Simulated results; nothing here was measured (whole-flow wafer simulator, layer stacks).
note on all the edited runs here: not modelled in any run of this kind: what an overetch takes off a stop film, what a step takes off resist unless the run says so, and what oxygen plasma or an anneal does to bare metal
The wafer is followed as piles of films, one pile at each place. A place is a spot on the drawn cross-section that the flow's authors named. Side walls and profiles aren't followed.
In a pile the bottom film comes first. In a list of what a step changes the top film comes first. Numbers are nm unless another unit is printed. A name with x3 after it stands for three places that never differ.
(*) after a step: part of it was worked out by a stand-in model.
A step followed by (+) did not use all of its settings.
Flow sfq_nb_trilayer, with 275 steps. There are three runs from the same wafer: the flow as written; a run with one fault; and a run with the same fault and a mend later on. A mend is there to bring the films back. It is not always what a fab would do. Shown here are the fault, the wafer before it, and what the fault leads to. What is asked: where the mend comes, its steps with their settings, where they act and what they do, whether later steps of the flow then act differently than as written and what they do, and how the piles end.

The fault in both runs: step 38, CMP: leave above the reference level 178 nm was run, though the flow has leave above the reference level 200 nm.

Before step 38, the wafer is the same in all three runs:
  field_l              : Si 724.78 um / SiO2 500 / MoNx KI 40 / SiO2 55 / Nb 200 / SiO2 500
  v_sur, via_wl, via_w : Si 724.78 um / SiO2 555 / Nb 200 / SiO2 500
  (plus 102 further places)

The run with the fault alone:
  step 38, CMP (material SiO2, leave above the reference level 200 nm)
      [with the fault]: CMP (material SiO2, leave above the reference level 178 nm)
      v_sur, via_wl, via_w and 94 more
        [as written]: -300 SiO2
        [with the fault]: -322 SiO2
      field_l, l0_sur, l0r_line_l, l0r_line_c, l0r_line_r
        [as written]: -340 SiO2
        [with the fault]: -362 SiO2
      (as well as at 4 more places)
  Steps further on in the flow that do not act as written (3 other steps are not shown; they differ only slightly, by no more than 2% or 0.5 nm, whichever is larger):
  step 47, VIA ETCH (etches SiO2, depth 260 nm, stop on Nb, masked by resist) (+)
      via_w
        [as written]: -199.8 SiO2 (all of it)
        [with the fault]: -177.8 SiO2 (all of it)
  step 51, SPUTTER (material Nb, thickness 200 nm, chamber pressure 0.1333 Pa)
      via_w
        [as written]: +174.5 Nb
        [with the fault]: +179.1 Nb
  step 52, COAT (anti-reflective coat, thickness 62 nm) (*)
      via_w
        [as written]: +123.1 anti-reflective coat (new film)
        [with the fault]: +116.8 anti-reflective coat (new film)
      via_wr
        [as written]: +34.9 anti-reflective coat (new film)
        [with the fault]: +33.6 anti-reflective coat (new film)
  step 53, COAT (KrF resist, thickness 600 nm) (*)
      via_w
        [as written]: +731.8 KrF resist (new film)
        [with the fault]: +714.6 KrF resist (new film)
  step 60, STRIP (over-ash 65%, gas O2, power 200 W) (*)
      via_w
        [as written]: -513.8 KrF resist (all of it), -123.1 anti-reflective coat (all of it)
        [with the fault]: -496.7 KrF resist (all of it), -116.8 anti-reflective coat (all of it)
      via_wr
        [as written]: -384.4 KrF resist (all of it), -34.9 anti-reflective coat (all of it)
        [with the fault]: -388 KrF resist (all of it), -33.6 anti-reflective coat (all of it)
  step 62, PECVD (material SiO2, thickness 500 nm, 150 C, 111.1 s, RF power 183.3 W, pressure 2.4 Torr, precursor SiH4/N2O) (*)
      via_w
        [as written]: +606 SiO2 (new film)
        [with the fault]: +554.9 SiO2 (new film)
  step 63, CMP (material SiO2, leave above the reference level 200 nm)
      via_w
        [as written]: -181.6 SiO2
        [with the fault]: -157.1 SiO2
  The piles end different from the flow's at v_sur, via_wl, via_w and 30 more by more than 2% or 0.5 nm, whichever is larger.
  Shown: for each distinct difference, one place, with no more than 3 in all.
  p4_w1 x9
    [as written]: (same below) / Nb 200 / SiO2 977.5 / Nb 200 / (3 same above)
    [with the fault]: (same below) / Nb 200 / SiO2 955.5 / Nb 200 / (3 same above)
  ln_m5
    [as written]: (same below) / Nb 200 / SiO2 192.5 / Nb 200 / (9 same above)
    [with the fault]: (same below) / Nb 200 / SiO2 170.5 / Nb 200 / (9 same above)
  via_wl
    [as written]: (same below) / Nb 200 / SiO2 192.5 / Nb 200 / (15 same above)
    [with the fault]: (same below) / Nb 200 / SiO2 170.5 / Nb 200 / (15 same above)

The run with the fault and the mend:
  The mend follows step 45.
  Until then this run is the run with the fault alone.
  step 45a, STRIP (over-ash 65%, gas O2, power 200 W) (*)
      field_l, v_sur, via_wl and 102 more
        -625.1 KrF resist (all of it), -62 anti-reflective coat (all of it)
      via_w
        -62 anti-reflective coat (all of it)
  step 45b, PECVD (material SiO2, thickness 22 nm, 150 C, 4.889 s, RF power 183.3 W, pressure 2.4 Torr, precursor SiH4/N2O) (the flow's step 37 again, with other settings)
      field_l, v_sur, via_wl and 103 more
        +22 SiO2
  step 45c, COAT (anti-reflective coat, thickness 62 nm) (the flow's step 40 again)
      field_l, v_sur, via_wl and 103 more
        +62 anti-reflective coat (new film)
  step 45d, COAT (KrF resist, thickness 650 nm) (the flow's step 41 again)
      field_l, v_sur, via_wl and 103 more
        +650 KrF resist (new film)
  step 45e, SOFTBAKE (KrF resist) (the flow's step 42 again)
      alters no film at any place that is followed
  step 45f, EXPOSE (photomask I0, dose 11.91 mJ/cm2, NA 0.6, wavelength 248 nm) (*) (the flow's step 43 again)
      alters no film at any place that is followed
  step 45g, PEB (KrF resist, 90 s) (the flow's step 44 again)
      field_l, v_sur, via_wl and 103 more
        -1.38 KrF resist
  step 45h, DEVELOP (KrF resist, thickness 650 nm, 60 s) (the flow's step 45 again)
      field_l, v_sur, via_wl and 102 more
        -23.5 KrF resist
      via_w
        -648.6 KrF resist (all of it)
  Every later step of the flow that is run acts as written, at every place that is followed, to within 2% or 0.5 nm, whichever is larger.
  When the end is reached, the piles differ only a little from the flow's at the places that both follow, at most by 2% or 0.5 nm, whichever is larger.
